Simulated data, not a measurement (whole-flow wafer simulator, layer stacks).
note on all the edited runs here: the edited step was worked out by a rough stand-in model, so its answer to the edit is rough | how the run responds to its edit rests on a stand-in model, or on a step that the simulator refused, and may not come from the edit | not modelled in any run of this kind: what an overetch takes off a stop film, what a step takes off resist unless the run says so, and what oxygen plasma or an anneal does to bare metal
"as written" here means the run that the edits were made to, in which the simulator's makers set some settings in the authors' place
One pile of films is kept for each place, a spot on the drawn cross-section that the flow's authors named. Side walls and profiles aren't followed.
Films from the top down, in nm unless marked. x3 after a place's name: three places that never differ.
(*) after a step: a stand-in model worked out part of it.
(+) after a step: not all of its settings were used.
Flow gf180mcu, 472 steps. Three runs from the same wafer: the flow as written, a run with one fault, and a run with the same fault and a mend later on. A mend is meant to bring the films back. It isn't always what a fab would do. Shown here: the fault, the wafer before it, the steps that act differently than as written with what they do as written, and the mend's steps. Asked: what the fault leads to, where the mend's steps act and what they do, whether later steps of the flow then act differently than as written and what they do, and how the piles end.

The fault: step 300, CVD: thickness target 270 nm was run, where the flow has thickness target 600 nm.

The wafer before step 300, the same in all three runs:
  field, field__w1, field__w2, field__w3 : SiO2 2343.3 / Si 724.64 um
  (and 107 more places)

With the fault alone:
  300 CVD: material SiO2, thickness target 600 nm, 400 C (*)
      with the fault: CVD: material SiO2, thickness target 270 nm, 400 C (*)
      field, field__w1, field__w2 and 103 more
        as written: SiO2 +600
        with the fault: SiO2 +270
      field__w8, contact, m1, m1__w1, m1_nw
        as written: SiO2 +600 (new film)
        with the fault: SiO2 +270 (new film)
  Later steps of the flow that act differently than as written (10 more steps differ only slightly, by at most 2% or 0.5 nm, whichever is larger, and aren't shown):
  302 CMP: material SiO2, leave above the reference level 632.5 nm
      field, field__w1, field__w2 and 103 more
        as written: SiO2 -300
        with the fault: nothing
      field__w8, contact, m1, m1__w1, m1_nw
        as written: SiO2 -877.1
        with the fault: SiO2 -547.1
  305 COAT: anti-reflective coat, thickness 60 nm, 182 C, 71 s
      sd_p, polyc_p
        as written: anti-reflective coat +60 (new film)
        with the fault: anti-reflective coat +65.8 (new film)
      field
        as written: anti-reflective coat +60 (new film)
        with the fault: anti-reflective coat +71.8 (new film)
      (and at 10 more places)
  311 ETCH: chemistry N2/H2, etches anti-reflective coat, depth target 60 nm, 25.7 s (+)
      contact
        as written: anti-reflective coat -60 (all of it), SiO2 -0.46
        with the fault: anti-reflective coat -43.3 (all of it), SiO2 -0.89
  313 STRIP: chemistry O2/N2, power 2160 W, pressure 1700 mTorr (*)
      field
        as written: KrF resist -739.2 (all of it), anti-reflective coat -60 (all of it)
        with the fault: KrF resist -733.1 (all of it), anti-reflective coat -71.8 (all of it)
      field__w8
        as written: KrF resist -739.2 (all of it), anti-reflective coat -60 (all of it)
        with the fault: KrF resist -736.4 (all of it), anti-reflective coat -42.8 (all of it)
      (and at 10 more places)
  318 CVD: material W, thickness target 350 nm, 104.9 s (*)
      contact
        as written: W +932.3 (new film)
        with the fault: W +902 (new film)
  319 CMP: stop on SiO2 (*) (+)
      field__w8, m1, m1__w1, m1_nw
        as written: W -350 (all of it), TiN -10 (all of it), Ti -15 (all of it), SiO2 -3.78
        with the fault: W -350 (all of it), TiN -10 (all of it), Ti -15 (all of it), SiO2 -5.01
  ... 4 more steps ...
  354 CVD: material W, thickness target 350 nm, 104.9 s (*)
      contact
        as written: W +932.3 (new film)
        with the fault: W +961.3 (new film)
  At the end the piles differ from the flow's by more than 2% or 0.5 nm, whichever is larger, at contact.
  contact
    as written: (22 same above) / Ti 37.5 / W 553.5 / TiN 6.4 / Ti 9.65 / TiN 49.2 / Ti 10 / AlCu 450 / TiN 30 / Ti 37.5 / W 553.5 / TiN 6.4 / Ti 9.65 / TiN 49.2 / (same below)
    with the fault: (22 same above) / Ti 37.5 / W 582.6 / TiN 6.3 / Ti 9.49 / TiN 49.2 / Ti 10 / AlCu 450 / TiN 30 / Ti 37.5 / W 523.2 / TiN 6.52 / Ti 9.82 / TiN 49.2 / (same below)

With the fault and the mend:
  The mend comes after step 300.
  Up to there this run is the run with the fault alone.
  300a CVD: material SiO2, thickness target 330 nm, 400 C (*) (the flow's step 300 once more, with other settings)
      field, field__w1, field__w2 and 108 more
        SiO2 +330
  No later step of the flow acts differently than as written at any place that is followed.
  At the end the piles are the same as the flow's at every place that both follow.
